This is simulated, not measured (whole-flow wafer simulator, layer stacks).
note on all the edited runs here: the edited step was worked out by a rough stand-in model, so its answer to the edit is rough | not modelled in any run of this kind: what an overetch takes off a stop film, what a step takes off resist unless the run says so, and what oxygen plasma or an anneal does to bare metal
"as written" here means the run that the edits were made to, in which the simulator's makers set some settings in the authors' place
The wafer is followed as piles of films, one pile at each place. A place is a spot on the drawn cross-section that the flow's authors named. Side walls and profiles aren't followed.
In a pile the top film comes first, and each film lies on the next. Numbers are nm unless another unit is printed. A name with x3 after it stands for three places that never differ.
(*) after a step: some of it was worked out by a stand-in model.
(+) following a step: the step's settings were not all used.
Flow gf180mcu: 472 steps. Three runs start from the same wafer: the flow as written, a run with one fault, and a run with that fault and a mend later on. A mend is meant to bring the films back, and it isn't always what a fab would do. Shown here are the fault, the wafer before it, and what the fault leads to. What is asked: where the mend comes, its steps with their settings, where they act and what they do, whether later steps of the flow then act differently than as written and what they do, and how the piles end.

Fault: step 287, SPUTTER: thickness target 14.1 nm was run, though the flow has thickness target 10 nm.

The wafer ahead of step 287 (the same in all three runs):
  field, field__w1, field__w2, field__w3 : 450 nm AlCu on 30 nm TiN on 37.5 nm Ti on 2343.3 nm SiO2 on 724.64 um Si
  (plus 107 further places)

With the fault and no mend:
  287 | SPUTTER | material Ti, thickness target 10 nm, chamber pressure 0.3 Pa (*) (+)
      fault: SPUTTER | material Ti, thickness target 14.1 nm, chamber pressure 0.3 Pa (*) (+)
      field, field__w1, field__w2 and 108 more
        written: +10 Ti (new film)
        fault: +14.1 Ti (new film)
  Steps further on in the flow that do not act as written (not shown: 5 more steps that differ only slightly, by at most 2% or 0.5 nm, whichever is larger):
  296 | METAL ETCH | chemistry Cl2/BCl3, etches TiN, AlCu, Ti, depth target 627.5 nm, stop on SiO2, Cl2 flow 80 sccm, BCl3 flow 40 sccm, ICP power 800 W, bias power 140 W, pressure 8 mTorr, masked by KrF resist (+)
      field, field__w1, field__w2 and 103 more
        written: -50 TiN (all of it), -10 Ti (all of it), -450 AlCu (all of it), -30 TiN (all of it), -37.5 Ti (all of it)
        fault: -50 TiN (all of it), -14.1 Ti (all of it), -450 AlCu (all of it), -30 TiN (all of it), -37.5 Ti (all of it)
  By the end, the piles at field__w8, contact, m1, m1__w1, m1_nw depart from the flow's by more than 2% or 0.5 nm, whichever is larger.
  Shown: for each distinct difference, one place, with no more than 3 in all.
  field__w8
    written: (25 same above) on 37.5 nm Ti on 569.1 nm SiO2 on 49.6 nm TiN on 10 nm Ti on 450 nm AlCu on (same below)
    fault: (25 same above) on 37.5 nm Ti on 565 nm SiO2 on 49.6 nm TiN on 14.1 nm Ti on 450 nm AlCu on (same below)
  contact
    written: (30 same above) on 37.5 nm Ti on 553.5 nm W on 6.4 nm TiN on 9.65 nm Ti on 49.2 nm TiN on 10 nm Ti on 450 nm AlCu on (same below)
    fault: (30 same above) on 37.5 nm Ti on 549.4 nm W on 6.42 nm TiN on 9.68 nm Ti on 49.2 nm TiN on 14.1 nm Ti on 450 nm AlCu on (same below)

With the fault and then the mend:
  The mend stands after step 287.
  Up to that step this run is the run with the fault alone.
  287a | METAL ETCH | chemistry Cl2/BCl3, etches TiN, AlCu, Ti, depth target 4.1 nm, Cl2 flow 80 sccm, BCl3 flow 40 sccm, ICP power 800 W, bias power 140 W, pressure 8 mTorr (the flow's step 260 again, with other settings)
      field, field__w1, field__w2 and 108 more
        -4.1 Ti
  Every later step of the flow that is run acts as written at every place that is followed.
  The piles end the same as the flow's at every place that both follow.
